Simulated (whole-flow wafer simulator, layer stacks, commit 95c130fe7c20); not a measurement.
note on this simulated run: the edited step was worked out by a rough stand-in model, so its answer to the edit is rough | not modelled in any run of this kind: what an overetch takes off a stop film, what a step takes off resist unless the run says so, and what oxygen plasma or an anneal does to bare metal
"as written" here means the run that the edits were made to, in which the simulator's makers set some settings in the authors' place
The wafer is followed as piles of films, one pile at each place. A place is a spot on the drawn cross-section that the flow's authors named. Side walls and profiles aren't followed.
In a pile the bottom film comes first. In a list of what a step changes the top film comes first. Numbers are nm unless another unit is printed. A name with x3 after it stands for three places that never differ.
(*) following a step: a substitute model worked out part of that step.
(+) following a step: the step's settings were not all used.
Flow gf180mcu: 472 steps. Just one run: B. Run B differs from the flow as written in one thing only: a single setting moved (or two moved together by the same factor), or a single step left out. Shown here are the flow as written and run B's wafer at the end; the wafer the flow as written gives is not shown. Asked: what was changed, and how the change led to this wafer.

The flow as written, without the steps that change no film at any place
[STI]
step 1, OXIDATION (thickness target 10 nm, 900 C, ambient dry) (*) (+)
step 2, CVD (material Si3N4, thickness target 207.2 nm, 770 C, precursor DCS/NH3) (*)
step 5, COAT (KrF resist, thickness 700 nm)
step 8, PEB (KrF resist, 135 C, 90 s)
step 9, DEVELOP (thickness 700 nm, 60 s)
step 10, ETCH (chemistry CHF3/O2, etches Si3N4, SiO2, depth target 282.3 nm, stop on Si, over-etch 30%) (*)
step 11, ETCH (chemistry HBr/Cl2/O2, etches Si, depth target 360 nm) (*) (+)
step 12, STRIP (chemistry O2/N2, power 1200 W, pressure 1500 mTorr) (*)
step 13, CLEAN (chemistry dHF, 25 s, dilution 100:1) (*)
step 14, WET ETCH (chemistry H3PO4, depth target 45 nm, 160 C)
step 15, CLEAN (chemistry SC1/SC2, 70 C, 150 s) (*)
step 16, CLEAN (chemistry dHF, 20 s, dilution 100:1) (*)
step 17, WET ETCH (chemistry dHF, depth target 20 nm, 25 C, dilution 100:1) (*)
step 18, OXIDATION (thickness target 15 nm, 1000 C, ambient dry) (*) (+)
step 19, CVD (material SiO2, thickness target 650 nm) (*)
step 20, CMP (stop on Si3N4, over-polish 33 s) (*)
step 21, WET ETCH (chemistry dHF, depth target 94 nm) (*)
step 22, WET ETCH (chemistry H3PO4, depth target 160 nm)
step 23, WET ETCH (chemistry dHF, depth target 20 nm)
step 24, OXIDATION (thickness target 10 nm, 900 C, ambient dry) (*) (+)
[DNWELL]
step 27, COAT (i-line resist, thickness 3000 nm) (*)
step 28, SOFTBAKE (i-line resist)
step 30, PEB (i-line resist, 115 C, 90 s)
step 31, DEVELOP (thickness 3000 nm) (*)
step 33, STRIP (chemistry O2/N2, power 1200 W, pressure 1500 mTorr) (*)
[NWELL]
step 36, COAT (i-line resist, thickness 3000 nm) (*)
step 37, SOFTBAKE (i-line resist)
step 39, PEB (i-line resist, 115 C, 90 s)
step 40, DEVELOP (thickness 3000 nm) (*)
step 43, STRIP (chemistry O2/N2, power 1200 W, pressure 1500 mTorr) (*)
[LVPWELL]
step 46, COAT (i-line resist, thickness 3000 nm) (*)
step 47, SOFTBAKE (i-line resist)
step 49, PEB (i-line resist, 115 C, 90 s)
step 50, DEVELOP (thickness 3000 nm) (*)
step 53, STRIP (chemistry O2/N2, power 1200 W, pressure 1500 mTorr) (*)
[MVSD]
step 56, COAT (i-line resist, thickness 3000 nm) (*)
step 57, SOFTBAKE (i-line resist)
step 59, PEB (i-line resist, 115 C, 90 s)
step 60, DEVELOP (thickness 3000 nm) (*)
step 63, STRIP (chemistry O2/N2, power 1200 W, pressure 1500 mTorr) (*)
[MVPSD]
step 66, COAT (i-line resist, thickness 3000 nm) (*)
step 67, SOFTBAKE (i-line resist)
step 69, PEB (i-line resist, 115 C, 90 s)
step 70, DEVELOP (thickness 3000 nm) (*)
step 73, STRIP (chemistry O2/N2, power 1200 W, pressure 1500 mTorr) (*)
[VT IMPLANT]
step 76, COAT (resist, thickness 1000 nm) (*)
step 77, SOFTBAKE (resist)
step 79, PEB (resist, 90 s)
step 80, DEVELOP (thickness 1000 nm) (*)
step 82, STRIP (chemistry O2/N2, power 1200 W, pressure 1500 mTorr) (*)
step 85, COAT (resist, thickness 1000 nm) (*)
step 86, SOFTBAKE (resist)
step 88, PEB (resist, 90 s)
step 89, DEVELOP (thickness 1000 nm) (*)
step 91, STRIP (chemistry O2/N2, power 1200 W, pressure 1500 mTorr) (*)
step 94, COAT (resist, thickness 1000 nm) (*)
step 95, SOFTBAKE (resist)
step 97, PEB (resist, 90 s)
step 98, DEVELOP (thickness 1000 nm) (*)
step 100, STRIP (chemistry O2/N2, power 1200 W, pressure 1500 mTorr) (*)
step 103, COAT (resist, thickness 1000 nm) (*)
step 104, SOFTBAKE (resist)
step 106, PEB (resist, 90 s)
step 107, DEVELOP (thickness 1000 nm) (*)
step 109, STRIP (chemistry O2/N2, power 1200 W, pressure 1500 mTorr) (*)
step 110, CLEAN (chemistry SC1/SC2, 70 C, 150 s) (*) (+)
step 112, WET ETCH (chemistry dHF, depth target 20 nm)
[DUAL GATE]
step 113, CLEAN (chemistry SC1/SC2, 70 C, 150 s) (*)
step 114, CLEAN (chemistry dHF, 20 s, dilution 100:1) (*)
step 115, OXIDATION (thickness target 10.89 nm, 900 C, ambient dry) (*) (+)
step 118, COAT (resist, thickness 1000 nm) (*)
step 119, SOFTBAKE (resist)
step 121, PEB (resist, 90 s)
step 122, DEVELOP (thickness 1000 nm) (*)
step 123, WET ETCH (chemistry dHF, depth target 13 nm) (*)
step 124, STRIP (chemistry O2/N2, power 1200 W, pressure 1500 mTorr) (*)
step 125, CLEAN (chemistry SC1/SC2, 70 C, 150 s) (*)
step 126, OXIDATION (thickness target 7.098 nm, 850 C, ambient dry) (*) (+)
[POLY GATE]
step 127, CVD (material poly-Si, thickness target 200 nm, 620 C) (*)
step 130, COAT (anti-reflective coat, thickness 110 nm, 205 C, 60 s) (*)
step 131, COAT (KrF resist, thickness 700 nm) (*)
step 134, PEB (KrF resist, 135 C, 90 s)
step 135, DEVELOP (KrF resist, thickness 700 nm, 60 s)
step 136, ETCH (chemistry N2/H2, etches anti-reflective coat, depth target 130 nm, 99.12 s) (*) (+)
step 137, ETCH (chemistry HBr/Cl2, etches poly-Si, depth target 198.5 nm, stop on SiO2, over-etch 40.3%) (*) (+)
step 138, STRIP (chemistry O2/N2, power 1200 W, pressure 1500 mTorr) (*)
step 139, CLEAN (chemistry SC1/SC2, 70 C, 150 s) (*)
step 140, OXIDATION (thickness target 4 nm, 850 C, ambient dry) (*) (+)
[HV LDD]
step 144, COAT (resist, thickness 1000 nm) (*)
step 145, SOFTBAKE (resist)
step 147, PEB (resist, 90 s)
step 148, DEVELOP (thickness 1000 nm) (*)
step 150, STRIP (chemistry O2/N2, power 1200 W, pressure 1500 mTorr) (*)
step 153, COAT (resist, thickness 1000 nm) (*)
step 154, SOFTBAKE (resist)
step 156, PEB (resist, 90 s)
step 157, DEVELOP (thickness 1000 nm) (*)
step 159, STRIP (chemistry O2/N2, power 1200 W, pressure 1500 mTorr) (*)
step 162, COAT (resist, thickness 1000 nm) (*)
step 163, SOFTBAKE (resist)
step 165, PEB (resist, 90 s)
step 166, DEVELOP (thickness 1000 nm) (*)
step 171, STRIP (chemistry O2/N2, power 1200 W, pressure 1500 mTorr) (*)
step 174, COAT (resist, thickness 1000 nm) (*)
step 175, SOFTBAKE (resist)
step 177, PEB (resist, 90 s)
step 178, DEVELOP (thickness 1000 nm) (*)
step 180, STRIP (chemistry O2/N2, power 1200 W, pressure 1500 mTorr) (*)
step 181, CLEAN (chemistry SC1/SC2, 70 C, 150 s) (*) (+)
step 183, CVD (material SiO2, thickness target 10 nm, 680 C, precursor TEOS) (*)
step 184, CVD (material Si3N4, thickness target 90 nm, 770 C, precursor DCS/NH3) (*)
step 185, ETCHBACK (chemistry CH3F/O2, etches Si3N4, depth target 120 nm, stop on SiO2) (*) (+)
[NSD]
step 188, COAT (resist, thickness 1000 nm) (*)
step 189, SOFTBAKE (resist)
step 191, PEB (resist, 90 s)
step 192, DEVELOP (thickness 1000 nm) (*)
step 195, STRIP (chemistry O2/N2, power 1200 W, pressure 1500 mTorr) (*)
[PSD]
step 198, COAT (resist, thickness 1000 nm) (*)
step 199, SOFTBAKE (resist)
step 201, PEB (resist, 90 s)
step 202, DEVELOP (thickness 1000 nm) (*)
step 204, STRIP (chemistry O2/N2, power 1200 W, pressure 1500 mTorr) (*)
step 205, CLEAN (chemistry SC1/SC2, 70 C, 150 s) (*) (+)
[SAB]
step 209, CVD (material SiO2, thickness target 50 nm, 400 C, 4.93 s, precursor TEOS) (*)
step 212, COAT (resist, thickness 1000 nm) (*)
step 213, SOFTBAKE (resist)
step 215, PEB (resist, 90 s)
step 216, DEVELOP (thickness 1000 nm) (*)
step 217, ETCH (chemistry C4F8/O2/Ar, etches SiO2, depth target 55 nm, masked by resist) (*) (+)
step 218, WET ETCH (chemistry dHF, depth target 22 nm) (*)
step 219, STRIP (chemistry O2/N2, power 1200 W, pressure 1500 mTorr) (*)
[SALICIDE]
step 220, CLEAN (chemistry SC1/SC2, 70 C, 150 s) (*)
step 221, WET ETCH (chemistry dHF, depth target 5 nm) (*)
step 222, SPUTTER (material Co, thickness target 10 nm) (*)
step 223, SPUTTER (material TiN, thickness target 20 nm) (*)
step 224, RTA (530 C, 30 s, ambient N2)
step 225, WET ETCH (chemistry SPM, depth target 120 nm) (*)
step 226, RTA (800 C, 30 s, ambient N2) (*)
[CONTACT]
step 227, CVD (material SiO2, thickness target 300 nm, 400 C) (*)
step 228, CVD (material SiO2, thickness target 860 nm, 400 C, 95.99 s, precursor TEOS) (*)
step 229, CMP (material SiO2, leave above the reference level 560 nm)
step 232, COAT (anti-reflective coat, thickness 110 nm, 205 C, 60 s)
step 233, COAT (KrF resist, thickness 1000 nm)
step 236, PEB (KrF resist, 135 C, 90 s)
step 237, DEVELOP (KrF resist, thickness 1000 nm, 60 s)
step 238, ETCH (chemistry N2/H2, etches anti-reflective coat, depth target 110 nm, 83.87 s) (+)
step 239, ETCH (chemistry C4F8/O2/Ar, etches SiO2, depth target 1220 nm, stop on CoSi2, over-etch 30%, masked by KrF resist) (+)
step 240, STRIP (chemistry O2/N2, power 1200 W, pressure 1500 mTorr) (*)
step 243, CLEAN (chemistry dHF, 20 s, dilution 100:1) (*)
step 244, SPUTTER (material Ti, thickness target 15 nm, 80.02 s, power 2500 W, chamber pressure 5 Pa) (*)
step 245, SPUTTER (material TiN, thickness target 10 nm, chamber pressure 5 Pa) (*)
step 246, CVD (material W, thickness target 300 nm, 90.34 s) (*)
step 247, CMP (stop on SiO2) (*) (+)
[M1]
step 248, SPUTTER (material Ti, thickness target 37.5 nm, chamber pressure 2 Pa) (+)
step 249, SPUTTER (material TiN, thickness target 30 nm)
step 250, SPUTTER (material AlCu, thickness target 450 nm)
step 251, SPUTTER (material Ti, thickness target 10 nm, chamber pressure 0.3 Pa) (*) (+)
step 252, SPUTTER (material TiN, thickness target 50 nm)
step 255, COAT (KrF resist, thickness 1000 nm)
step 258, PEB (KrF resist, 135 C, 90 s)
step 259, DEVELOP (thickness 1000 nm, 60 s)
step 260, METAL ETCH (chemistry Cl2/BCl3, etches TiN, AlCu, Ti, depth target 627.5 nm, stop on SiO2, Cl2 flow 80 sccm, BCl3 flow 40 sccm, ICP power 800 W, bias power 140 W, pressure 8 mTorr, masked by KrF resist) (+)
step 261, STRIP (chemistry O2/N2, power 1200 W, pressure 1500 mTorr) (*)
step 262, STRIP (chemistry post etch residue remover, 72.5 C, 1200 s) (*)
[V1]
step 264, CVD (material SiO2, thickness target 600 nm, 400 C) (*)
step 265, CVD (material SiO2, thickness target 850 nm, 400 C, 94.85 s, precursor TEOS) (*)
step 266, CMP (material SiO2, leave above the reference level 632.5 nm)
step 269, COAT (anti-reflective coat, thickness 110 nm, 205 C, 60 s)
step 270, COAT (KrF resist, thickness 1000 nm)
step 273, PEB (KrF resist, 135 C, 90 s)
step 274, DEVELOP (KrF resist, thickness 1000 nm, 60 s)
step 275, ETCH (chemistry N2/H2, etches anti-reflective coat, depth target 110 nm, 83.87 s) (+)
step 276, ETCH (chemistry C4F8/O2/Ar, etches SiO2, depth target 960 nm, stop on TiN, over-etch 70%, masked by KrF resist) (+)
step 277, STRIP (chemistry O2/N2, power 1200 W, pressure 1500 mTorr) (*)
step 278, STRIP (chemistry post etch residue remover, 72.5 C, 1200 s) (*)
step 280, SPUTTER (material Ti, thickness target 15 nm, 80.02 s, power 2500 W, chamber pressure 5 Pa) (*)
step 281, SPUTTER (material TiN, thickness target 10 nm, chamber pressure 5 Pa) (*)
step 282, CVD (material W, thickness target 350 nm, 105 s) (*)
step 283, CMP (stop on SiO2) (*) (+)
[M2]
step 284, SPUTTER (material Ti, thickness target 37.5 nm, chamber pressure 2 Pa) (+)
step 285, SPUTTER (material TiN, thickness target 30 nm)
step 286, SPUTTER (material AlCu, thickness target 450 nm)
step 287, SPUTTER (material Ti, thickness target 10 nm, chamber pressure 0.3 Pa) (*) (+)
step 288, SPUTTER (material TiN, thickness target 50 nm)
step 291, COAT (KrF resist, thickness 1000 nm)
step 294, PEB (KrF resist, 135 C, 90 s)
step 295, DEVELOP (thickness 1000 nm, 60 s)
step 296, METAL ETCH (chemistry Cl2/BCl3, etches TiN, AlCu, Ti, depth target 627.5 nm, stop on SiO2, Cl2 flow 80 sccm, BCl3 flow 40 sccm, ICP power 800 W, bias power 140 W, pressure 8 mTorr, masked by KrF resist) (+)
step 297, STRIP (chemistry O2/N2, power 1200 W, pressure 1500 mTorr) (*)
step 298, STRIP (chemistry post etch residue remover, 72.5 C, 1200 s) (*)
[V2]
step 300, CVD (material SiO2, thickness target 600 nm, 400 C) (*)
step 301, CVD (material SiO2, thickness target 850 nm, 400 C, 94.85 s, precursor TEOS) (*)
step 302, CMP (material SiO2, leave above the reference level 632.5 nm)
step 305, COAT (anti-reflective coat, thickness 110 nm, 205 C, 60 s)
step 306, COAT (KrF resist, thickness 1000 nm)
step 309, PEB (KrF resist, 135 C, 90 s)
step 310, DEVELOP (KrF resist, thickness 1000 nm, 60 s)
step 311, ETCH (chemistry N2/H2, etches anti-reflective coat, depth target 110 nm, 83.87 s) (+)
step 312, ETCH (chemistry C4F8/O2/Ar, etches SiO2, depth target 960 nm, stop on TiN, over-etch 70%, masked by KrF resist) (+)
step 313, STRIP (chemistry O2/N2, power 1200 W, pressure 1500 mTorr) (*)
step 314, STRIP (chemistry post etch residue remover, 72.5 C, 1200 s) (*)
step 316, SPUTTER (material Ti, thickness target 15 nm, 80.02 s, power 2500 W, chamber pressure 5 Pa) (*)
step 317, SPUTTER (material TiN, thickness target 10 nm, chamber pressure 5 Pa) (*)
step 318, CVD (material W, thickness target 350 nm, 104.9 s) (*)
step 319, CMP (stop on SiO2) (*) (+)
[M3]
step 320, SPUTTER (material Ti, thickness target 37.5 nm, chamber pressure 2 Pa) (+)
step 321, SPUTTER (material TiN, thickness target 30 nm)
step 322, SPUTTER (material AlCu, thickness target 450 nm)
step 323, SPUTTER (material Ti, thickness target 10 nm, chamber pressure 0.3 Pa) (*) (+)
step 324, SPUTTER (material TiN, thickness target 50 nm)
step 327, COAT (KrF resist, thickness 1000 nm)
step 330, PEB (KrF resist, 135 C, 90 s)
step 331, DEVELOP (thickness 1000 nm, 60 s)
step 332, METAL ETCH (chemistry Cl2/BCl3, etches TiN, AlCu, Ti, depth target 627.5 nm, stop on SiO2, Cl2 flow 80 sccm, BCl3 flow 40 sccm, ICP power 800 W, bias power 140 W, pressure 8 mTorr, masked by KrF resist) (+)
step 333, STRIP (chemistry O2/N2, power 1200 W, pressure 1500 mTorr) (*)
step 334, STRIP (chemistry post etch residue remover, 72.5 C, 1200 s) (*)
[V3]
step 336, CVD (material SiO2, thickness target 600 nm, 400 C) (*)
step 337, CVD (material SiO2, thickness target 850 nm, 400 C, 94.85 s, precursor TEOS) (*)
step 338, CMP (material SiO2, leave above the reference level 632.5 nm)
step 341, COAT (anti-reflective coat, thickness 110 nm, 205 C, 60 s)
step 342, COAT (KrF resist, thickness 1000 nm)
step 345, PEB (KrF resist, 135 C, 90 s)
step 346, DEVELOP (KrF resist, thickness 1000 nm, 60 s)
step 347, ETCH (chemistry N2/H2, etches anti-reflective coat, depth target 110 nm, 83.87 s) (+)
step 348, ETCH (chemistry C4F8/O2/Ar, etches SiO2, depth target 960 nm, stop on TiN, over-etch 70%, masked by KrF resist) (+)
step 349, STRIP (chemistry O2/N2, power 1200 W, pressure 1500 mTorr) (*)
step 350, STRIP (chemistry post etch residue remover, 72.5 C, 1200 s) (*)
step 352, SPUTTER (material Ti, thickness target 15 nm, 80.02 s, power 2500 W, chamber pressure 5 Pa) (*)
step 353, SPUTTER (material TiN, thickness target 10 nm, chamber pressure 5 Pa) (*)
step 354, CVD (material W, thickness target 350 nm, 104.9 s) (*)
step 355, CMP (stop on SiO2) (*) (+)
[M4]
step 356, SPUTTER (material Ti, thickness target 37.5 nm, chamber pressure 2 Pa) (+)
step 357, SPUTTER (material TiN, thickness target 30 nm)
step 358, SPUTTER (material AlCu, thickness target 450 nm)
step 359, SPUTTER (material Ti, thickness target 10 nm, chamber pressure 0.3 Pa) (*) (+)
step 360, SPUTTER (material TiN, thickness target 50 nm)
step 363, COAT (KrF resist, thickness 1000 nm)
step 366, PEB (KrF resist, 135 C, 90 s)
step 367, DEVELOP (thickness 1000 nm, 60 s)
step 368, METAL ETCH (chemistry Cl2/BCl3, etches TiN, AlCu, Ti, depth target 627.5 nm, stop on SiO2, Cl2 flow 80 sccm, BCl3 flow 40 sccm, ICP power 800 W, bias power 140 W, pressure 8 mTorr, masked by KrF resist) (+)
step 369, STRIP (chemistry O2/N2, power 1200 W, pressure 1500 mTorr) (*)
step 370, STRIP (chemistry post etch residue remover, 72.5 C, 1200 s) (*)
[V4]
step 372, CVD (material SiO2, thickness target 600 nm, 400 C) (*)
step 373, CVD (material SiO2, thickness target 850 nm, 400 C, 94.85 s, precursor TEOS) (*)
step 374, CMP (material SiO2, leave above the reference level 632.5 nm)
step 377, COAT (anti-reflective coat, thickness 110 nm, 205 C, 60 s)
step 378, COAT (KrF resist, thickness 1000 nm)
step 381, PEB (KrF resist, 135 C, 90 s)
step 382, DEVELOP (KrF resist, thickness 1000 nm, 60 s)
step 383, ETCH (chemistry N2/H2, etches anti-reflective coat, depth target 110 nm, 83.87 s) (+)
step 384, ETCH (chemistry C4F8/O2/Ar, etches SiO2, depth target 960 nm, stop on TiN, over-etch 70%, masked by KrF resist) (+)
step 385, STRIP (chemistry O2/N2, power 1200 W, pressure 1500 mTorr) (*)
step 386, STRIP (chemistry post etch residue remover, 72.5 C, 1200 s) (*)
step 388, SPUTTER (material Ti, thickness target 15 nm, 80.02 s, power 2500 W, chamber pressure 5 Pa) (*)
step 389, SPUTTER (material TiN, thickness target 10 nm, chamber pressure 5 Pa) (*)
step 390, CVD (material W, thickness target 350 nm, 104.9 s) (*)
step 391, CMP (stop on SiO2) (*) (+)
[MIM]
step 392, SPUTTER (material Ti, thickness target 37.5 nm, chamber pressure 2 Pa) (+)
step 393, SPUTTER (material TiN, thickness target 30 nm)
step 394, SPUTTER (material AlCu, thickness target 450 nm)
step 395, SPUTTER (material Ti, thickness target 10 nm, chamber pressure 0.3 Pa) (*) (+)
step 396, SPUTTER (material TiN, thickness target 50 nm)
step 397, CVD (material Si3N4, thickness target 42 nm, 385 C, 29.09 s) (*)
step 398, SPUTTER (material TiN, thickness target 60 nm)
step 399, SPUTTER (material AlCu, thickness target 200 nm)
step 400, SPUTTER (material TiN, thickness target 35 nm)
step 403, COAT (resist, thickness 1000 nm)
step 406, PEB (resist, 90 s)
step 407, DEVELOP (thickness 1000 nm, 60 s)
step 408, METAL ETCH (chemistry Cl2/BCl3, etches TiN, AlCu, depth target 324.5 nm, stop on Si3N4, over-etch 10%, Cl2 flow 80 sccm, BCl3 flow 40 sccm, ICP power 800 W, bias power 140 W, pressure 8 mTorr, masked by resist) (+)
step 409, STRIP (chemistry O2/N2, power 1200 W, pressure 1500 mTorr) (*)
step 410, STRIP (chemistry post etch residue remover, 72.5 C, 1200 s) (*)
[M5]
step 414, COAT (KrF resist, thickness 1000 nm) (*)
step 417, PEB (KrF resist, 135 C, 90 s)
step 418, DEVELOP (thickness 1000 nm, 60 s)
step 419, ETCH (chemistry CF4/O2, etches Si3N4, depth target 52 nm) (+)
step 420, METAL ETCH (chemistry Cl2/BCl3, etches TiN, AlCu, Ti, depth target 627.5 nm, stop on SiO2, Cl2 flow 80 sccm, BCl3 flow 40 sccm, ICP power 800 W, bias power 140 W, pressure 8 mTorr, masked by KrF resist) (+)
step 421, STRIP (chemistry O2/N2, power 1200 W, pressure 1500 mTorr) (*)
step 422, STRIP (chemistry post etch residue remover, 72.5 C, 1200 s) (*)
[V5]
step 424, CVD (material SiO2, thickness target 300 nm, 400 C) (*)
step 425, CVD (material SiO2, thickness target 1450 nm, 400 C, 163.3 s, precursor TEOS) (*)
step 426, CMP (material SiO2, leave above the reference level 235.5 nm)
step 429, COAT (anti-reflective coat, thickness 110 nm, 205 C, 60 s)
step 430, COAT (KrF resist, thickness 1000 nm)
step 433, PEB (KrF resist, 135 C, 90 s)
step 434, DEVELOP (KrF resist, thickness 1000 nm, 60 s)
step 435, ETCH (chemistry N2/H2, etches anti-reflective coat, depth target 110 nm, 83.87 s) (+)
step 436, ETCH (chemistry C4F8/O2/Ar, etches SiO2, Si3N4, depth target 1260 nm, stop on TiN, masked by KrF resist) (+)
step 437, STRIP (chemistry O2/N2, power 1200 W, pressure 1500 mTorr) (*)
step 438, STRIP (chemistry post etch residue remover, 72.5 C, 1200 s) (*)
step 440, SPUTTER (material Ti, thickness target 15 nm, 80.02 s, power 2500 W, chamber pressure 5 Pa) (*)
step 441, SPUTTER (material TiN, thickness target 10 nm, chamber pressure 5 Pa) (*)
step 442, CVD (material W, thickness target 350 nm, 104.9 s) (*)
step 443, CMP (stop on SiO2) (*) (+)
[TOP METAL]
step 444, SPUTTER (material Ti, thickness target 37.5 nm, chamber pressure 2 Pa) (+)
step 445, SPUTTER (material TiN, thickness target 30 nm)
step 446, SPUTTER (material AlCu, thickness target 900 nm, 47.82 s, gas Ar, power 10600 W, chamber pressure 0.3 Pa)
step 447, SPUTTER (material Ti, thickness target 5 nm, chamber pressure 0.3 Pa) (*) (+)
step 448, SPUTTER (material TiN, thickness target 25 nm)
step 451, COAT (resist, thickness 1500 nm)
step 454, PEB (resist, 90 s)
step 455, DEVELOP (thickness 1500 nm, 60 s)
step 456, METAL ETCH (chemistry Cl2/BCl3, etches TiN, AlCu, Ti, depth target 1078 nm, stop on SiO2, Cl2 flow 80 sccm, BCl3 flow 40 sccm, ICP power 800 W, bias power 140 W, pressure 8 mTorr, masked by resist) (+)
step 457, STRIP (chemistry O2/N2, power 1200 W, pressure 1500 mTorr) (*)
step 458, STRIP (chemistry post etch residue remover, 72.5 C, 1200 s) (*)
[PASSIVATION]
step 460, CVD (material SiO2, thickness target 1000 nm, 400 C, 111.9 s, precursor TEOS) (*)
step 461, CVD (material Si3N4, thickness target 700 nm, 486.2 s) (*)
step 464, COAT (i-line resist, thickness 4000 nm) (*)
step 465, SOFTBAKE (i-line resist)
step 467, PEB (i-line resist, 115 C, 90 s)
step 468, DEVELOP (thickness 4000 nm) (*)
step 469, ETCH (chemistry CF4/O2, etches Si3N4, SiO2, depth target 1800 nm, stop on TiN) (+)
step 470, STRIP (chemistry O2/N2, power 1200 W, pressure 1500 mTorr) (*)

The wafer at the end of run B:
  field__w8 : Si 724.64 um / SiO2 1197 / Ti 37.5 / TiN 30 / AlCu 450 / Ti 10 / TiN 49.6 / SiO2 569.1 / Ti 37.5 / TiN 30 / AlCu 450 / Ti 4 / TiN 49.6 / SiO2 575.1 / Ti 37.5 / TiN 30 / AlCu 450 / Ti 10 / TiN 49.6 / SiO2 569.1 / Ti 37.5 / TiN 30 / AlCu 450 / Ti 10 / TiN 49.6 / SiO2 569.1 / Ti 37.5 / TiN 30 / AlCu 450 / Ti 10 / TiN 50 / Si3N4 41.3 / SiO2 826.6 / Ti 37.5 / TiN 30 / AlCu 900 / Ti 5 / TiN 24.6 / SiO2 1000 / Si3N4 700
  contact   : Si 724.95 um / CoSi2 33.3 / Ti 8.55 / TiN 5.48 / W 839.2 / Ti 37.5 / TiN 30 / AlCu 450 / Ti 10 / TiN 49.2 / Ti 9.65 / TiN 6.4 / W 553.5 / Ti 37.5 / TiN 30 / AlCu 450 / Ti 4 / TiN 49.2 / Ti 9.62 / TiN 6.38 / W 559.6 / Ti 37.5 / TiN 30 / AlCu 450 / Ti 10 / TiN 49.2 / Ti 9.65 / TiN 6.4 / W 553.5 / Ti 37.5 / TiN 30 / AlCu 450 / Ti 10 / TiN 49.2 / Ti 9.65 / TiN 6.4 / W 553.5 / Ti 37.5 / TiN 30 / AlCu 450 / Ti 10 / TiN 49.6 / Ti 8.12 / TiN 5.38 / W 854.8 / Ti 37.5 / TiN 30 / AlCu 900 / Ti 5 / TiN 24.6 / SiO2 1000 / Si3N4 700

The reason: step 287, SPUTTER: thickness target 4 nm was run, though the flow has thickness target 10 nm.
The wafer lets one read it off: field__w8 has Ti 4, and step 287 as written asks for 10 nm.

Step by step, how the change led to this:
  step 287, SPUTTER (material Ti, thickness target 10 nm, chamber pressure 0.3 Pa) (*) (+)
      field, field__w1, field__w2 and 108 more: +4 Ti (new film) (as written it would have been: +10 Ti (new film))
  step 296, METAL ETCH (chemistry Cl2/BCl3, etches TiN, AlCu, Ti, depth target 627.5 nm, stop on SiO2, Cl2 flow 80 sccm, BCl3 flow 40 sccm, ICP power 800 W, bias power 140 W, pressure 8 mTorr, masked by KrF resist) (+)
      field, field__w1, field__w2 and 103 more: -50 TiN (all of it), -4 Ti (all of it), -450 AlCu (all of it), -30 TiN (all of it), -37.5 Ti (all of it) (as written it would have been: -50 TiN (all of it), -10 Ti (all of it), -450 AlCu (all of it), -30 TiN (all of it), -37.5 Ti (all of it))
